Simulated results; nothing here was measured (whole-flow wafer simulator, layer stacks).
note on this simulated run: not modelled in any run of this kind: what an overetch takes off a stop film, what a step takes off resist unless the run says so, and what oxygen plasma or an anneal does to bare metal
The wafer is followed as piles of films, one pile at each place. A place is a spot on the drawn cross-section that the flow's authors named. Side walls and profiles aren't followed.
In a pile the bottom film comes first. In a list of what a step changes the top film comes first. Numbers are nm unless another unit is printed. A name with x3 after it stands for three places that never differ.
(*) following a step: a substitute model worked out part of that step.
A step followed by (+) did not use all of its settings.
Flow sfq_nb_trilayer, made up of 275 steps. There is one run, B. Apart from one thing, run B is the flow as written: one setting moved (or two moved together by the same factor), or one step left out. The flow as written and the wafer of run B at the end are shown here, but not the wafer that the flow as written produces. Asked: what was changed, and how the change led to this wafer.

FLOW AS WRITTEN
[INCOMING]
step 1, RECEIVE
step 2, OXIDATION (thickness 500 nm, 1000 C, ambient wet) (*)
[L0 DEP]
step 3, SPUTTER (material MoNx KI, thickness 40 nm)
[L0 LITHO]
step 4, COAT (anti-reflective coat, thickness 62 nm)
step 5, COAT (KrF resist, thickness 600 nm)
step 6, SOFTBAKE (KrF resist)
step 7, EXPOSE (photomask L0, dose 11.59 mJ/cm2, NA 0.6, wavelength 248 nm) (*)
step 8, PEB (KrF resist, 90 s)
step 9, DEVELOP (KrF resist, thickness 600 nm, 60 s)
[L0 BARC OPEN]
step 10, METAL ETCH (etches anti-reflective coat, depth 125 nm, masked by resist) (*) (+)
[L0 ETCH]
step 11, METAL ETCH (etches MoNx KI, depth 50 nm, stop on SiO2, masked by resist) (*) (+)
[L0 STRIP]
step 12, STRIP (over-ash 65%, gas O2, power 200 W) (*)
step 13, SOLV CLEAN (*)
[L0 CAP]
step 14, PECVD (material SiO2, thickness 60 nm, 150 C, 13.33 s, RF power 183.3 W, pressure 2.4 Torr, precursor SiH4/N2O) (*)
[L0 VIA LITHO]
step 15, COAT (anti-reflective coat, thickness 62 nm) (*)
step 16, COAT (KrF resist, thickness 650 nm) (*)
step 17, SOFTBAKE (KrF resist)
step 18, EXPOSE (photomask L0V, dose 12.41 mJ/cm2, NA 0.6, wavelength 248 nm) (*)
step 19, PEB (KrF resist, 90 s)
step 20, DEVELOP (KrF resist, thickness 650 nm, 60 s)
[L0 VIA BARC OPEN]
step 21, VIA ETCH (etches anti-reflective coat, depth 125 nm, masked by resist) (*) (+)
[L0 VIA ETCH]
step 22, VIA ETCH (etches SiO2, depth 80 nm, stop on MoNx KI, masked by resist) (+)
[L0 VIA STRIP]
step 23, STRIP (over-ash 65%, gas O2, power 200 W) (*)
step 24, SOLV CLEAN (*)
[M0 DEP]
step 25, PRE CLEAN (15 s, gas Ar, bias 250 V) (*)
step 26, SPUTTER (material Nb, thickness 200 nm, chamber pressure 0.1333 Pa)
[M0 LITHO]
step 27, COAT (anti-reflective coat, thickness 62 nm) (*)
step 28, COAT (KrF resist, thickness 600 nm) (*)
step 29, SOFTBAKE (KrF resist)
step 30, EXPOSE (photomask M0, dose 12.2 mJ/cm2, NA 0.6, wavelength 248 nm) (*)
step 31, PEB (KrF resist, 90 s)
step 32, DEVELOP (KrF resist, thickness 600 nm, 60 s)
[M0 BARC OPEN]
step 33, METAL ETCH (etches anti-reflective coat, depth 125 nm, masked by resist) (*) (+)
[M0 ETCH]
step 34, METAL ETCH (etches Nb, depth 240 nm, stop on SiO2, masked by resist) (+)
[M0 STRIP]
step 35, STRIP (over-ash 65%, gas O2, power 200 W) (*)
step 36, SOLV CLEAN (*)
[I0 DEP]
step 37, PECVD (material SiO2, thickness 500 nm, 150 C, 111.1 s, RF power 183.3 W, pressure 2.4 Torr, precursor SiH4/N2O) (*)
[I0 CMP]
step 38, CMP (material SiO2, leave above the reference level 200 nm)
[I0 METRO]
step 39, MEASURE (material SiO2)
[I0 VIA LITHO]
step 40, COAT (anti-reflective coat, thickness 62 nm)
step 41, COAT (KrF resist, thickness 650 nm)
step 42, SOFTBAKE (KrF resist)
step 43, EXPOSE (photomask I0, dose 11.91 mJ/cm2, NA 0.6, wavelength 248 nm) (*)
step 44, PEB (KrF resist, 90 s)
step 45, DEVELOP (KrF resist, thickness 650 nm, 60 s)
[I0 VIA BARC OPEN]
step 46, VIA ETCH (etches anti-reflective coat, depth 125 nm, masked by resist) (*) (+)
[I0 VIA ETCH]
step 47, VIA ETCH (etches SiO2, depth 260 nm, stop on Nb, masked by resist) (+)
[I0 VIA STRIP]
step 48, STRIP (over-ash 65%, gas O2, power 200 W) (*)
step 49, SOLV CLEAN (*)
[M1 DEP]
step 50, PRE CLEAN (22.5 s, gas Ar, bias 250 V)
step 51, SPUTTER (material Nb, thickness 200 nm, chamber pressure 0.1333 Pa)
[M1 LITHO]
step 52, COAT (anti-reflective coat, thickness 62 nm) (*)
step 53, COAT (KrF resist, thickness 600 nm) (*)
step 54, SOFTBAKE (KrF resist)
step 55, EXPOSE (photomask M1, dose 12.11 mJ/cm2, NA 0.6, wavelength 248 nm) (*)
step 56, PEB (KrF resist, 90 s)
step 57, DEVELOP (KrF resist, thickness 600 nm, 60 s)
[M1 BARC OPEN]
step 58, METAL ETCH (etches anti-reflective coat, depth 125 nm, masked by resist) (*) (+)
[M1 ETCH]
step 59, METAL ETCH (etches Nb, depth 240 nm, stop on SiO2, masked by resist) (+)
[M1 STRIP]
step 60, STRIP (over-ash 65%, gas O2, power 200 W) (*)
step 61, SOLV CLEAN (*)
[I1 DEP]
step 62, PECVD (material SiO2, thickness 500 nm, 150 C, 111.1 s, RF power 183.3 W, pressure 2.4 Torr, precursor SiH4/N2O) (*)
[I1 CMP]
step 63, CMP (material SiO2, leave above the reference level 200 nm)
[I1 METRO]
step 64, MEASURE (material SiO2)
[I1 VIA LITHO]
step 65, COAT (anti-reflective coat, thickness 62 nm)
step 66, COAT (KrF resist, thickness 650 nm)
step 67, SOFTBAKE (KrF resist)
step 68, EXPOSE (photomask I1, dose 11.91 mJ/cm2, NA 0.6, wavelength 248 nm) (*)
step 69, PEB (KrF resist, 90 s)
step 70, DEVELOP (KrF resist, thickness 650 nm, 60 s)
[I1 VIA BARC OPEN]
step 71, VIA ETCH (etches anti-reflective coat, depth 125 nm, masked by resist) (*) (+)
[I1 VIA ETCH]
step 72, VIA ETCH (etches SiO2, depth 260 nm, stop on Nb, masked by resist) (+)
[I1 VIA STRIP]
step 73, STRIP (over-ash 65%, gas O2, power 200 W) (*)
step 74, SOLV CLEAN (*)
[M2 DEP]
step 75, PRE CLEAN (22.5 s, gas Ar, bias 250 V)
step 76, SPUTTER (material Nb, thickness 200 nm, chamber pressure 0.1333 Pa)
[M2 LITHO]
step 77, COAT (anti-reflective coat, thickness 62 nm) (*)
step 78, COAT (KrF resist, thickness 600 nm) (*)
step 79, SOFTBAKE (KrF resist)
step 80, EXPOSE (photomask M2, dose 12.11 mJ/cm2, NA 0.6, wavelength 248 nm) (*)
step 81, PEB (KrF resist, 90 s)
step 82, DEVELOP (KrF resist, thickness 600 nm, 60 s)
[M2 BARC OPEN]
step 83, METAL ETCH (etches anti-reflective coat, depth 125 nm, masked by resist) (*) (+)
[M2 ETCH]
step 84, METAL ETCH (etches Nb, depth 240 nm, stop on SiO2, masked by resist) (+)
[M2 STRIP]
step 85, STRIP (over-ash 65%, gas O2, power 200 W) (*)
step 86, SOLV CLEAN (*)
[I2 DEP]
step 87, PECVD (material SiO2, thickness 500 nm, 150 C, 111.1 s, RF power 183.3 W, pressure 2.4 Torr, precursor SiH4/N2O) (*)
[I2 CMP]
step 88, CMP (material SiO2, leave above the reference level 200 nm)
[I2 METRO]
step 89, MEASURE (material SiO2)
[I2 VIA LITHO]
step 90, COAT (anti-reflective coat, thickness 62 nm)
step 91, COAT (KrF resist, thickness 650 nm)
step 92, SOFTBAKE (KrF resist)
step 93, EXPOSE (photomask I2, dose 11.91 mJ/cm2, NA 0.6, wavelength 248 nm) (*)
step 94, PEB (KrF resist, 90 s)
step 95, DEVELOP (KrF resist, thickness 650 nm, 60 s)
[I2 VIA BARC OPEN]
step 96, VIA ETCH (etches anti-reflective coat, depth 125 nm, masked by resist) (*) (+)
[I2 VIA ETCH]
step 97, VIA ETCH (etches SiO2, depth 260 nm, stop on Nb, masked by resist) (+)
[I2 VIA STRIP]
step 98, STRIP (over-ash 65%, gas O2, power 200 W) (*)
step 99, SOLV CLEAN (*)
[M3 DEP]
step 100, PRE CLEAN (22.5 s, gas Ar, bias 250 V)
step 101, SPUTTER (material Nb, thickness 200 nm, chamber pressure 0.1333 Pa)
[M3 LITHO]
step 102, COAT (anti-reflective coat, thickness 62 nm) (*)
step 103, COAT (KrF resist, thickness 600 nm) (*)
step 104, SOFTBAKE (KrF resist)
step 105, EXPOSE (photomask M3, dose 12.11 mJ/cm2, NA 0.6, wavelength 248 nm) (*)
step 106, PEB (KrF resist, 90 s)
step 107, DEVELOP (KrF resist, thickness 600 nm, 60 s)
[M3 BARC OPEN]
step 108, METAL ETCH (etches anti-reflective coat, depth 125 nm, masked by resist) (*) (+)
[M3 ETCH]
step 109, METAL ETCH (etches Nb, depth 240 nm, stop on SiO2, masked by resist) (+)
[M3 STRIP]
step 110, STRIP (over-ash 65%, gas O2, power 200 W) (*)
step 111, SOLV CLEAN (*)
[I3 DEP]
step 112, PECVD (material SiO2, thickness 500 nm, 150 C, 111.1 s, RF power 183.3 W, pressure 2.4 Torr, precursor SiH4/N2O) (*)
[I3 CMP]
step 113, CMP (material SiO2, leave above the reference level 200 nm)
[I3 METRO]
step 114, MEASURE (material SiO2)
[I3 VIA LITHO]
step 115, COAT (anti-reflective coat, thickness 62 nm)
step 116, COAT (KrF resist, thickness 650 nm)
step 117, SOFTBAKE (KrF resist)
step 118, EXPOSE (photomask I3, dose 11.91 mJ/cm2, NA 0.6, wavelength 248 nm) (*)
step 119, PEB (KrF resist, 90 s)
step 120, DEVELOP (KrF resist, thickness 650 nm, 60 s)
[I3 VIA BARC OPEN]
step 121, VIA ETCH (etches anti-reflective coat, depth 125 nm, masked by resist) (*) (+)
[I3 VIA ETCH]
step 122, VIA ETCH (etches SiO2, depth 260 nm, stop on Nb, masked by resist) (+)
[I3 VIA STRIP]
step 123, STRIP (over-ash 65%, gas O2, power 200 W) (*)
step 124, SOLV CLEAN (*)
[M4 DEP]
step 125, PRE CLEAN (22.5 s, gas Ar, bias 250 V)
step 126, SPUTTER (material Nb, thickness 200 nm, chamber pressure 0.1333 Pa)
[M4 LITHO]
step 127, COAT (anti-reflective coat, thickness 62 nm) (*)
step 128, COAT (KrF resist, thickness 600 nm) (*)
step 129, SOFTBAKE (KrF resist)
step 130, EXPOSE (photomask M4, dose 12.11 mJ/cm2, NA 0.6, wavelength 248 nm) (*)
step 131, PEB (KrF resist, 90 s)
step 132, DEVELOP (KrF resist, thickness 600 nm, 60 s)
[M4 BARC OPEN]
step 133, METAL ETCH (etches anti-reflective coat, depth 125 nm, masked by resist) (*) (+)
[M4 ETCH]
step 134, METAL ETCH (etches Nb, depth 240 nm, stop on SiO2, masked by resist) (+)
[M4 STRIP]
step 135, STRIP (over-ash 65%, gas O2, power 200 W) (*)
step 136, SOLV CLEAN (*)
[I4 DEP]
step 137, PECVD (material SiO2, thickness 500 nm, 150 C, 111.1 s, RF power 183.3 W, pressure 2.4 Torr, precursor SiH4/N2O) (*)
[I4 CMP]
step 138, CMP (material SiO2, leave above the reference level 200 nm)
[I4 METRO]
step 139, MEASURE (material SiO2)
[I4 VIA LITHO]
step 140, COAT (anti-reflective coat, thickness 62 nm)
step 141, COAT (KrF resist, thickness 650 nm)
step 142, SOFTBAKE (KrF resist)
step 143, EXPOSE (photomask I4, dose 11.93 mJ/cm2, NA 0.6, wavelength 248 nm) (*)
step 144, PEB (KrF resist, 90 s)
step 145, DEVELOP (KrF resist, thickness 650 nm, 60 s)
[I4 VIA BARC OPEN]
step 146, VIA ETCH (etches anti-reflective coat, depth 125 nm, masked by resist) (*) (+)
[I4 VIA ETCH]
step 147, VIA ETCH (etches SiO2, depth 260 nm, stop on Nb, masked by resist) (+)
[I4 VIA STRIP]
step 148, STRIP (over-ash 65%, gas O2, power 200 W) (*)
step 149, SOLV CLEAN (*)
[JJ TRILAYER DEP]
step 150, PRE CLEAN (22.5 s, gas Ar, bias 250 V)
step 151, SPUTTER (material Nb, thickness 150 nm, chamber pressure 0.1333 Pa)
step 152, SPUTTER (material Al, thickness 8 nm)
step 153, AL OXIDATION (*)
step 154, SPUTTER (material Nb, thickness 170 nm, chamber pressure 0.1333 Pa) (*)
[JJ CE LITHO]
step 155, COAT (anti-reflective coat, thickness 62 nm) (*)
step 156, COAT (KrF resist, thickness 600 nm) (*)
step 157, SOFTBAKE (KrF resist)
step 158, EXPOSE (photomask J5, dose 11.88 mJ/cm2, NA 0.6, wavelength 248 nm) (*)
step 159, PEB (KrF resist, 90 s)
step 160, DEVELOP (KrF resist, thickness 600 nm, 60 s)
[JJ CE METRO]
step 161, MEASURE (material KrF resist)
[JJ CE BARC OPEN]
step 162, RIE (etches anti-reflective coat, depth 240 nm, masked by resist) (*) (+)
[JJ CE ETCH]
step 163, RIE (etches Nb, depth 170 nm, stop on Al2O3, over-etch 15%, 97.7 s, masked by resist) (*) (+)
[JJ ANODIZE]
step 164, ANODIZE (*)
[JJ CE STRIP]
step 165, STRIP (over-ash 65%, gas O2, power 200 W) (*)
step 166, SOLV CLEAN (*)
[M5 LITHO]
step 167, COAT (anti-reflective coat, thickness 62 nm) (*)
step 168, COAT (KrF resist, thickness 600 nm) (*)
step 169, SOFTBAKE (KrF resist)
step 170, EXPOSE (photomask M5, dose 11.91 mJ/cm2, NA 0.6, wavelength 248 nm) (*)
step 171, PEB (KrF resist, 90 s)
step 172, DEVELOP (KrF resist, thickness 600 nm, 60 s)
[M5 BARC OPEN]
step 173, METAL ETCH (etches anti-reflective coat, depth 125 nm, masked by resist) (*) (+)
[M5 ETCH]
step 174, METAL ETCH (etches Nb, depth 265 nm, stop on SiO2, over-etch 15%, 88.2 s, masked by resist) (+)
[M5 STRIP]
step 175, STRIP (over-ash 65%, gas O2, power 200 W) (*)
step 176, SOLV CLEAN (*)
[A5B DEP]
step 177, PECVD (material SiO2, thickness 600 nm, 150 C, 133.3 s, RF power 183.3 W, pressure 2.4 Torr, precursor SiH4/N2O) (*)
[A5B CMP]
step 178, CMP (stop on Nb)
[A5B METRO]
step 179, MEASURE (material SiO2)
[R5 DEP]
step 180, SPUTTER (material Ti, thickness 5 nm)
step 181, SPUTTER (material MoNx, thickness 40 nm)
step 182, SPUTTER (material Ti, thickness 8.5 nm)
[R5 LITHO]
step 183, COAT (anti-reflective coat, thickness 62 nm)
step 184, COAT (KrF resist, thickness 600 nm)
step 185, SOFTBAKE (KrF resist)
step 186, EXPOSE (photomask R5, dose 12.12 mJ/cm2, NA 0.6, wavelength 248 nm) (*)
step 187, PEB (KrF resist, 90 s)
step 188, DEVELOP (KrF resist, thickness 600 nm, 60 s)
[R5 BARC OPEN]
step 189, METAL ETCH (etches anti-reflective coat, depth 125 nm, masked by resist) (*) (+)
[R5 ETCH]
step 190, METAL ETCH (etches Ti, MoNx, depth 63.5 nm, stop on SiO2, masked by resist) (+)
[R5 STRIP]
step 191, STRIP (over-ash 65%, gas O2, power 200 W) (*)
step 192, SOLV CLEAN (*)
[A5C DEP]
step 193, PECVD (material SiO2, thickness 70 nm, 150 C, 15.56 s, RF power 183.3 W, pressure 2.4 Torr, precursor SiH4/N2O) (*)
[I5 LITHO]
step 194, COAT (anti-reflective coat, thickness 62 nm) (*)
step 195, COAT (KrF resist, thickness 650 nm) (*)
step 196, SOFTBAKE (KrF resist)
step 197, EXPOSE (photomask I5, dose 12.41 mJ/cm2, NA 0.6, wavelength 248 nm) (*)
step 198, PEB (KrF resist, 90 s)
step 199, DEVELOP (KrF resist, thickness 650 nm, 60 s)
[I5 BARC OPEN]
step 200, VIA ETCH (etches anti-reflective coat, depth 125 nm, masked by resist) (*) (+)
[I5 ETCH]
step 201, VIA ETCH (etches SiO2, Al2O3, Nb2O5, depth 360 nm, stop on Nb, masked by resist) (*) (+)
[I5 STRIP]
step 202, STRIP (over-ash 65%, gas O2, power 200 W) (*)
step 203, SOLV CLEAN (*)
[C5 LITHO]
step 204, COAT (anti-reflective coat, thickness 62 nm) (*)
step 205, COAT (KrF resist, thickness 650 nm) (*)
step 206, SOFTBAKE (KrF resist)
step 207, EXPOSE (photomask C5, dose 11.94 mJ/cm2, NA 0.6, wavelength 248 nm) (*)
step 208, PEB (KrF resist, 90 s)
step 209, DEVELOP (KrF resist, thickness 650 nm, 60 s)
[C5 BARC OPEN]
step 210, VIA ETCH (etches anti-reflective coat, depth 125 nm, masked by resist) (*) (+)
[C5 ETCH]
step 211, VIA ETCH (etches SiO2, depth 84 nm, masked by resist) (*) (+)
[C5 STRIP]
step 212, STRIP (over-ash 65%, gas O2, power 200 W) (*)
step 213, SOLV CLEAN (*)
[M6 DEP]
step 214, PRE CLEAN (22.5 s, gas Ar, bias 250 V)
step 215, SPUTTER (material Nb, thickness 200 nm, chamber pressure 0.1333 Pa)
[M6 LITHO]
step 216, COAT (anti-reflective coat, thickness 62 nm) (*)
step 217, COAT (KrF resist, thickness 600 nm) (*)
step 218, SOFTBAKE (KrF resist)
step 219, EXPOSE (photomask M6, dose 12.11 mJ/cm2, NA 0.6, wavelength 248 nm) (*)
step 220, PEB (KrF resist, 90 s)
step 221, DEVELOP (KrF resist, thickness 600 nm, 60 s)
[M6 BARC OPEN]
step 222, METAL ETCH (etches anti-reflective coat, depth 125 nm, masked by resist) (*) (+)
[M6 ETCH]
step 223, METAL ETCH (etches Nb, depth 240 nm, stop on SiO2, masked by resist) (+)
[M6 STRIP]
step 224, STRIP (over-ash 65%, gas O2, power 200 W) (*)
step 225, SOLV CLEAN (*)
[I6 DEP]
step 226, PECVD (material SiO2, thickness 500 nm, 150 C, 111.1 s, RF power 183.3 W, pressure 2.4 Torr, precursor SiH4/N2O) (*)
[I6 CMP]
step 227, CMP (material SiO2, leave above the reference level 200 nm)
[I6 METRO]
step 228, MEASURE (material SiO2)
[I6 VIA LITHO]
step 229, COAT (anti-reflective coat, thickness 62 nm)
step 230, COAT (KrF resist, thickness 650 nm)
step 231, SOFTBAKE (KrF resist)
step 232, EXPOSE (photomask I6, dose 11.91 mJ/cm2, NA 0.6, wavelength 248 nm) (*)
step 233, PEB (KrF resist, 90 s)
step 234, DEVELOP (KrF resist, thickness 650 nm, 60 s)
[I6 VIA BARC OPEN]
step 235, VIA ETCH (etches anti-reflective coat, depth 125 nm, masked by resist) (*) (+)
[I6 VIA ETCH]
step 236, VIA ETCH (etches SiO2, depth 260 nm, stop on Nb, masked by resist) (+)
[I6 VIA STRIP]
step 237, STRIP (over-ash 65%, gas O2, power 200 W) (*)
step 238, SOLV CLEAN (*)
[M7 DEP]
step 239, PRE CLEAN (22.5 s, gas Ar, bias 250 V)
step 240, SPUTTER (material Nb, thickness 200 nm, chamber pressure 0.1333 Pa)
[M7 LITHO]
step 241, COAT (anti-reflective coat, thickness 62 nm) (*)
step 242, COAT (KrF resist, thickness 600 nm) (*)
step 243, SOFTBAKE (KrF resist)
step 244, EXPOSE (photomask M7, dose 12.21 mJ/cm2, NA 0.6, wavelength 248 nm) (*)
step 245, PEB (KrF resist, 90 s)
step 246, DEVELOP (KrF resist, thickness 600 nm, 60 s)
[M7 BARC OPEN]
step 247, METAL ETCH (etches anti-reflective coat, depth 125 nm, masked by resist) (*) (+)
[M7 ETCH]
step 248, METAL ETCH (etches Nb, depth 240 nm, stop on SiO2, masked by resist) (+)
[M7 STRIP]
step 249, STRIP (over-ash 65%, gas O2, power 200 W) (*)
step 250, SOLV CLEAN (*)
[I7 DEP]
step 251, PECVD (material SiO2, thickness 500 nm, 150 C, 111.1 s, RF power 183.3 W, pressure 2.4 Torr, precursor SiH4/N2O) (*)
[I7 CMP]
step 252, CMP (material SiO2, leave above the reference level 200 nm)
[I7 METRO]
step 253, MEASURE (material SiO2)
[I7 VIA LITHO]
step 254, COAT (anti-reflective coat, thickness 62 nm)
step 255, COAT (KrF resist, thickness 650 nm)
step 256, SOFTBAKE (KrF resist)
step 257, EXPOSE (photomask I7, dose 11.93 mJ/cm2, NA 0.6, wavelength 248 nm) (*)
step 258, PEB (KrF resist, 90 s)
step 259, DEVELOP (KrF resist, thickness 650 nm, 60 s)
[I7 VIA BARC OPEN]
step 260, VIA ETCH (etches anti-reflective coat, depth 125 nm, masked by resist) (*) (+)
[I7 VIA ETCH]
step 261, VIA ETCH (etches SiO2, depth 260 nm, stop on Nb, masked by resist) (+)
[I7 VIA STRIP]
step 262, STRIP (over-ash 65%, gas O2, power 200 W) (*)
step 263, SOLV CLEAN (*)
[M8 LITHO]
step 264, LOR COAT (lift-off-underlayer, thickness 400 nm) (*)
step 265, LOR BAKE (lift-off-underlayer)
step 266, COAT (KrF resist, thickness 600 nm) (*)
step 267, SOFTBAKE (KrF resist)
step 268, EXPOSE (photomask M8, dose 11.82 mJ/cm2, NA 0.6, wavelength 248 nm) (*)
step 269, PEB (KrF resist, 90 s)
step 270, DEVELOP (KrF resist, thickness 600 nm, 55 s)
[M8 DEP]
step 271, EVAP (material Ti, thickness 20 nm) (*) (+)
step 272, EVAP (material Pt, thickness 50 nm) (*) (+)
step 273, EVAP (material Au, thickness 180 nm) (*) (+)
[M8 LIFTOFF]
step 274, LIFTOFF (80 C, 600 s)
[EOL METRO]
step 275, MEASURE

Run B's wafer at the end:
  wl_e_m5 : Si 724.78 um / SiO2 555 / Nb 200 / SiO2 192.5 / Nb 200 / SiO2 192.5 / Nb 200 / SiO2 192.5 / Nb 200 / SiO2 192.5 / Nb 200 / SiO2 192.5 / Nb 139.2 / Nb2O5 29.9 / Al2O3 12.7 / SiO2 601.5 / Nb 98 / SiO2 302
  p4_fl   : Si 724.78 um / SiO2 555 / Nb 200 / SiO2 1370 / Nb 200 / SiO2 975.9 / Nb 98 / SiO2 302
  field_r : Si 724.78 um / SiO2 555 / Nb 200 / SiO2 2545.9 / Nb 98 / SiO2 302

Cause: step 248, METAL ETCH: depth 102 nm was run, though the flow has depth 240 nm.

How this came from the change, step by step:
  step 248, METAL ETCH (etches Nb, depth 240 nm, stop on SiO2, masked by resist) (+)
      field_l, field_r, lsp_l and 62 more: -102 Nb (in the flow as written it would be: -200 Nb (all of it))
      v_sur, via_wl, via_w and 38 more: -60 KrF resist (in the flow as written it would be: -141.2 KrF resist)
  step 249, STRIP (over-ash 65%, gas O2, power 200 W) (*)
      wl_j_sl, wl_jj, wl_j_sr and 14 more: -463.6 KrF resist (all of it), -62 anti-reflective coat (all of it) (in the flow as written it would be: -382.4 KrF resist (all of it), -62 anti-reflective coat (all of it))
      ln_m5, lsp_m, ln_m6, lsp_r: -463.1 KrF resist (all of it), -61.8 anti-reflective coat (all of it) (in the flow as written it would be: -381.9 KrF resist (all of it), -61.8 anti-reflective coat (all of it))
      (also at 20 further places)
  step 251, PECVD (material SiO2, thickness 500 nm, 150 C, 111.1 s, RF power 183.3 W, pressure 2.4 Torr, precursor SiH4/N2O) (*)
      field_l, p4_fl, p4_fm and 56 more: +500 SiO2 (new film) (in the flow as written it would be: +500 SiO2)
      field_r, lsp_l: +488.6 SiO2 (new film) (in the flow as written it would be: +477.7 SiO2)
      (also at 4 further places)
  step 252, CMP (material SiO2, leave above the reference level 200 nm)
      field_l, p4_fl, p4_fm and 56 more: -198 SiO2 (in the flow as written it would be: -100 SiO2)
      field_r, lsp_l: -186.6 SiO2 (in the flow as written it would be: -77.7 SiO2)
      (also at 4 further places)
If metal films that touch count as one body, wl_e_m5 has 7 bodies (between them, from the top down: SiO2 601.5 / Al2O3 12.7 / Nb2O5 29.9; SiO2 192.5; SiO2 192.5; SiO2 192.5; SiO2 192.5; SiO2 192.5); the flow as written gives 6 bodies (between them, from the top down: SiO2 192.5; SiO2 192.5; SiO2 192.5; SiO2 192.5; SiO2 192.5).
If metal films that touch count as one body, p4_fl has 3 bodies (between them, from the top down: SiO2 975.9; SiO2 1370); the flow as written gives 2 bodies (between them, from the top down: SiO2 1370).
If metal films that touch count as one body, field_r has 2 bodies (between them, from the top down: SiO2 2545.9); the flow as written gives 1 body.
